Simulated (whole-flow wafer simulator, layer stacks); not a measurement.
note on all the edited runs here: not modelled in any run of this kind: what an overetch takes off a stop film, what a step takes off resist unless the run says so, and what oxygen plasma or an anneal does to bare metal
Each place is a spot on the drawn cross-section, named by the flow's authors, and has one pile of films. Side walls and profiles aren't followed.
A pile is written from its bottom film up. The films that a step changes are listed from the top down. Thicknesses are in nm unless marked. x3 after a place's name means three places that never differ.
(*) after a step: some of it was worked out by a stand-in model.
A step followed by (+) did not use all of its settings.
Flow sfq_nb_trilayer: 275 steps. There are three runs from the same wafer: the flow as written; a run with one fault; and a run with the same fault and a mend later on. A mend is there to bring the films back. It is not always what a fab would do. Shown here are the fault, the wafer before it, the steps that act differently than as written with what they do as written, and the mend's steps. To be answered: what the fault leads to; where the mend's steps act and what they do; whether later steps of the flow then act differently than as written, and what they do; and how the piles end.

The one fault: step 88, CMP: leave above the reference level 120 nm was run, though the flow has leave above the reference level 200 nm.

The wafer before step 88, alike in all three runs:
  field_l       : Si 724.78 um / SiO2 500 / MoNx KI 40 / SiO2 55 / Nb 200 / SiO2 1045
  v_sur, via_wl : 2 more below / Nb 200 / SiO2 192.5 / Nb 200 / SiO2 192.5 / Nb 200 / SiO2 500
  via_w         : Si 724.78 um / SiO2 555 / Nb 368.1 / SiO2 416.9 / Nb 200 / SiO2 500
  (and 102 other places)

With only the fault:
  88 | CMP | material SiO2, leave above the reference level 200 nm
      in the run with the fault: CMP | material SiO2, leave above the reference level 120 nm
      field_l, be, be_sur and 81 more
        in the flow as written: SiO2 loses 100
        in the run with the fault: SiO2 loses 180
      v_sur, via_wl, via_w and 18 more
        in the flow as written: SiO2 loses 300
        in the run with the fault: SiO2 loses 380
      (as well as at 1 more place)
  Steps further on in the flow that do not act as written (not shown: 3 more steps that differ only slightly, by at most 2% or 0.5 nm, whichever is larger):
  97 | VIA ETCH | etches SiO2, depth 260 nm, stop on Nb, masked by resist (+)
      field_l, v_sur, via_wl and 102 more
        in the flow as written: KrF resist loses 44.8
        in the run with the fault: KrF resist loses 31
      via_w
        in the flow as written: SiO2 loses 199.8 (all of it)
        in the run with the fault: SiO2 loses 119.8 (all of it)
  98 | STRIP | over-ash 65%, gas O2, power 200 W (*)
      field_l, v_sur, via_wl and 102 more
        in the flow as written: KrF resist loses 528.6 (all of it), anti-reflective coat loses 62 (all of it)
        in the run with the fault: KrF resist loses 542.4 (all of it), anti-reflective coat loses 62 (all of it)
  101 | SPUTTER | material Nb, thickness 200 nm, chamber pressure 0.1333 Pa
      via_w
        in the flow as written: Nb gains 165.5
        in the run with the fault: Nb gains 183.3
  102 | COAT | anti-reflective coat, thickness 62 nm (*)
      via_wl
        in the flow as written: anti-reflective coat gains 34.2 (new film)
        in the run with the fault: anti-reflective coat gains 38.6 (new film)
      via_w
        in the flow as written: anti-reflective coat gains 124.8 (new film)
        in the run with the fault: anti-reflective coat gains 106.3 (new film)
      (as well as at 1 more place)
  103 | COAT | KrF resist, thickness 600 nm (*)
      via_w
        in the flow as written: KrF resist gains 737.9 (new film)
        in the run with the fault: KrF resist gains 671.9 (new film)
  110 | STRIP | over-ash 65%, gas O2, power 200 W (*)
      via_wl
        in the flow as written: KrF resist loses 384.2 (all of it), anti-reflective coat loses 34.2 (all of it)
        in the run with the fault: KrF resist loses 390.1 (all of it), anti-reflective coat loses 38.6 (all of it)
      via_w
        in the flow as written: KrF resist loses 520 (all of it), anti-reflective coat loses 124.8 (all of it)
        in the run with the fault: KrF resist loses 454.1 (all of it), anti-reflective coat loses 106.3 (all of it)
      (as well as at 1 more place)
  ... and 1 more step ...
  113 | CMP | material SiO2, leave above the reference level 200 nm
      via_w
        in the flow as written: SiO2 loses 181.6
        in the run with the fault: SiO2 loses 164.3
  At field_l, v_sur, via_wl and 103 more, the piles at the end differ from the flow's by more than 2% or 0.5 nm, whichever is larger.
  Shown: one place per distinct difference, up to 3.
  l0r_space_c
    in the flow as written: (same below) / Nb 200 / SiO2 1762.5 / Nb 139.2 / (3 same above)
    in the run with the fault: (same below) / Nb 200 / SiO2 1682.5 / Nb 139.2 / (3 same above)
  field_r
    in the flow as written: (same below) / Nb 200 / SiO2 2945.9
    in the run with the fault: (same below) / Nb 200 / SiO2 2865.9
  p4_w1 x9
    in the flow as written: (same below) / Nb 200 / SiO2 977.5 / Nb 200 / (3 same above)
    in the run with the fault: (same below) / Nb 200 / SiO2 897.5 / Nb 200 / (3 same above)

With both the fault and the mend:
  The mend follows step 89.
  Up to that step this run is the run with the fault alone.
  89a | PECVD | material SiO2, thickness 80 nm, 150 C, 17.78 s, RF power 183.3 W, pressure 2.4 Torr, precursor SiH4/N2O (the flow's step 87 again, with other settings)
      field_l, v_sur, via_wl and 103 more
        SiO2 gains 80
  None of the later steps of the flow acts differently than as written at any place that is followed.
  By the end, the piles equal the flow's at every place that both follow.
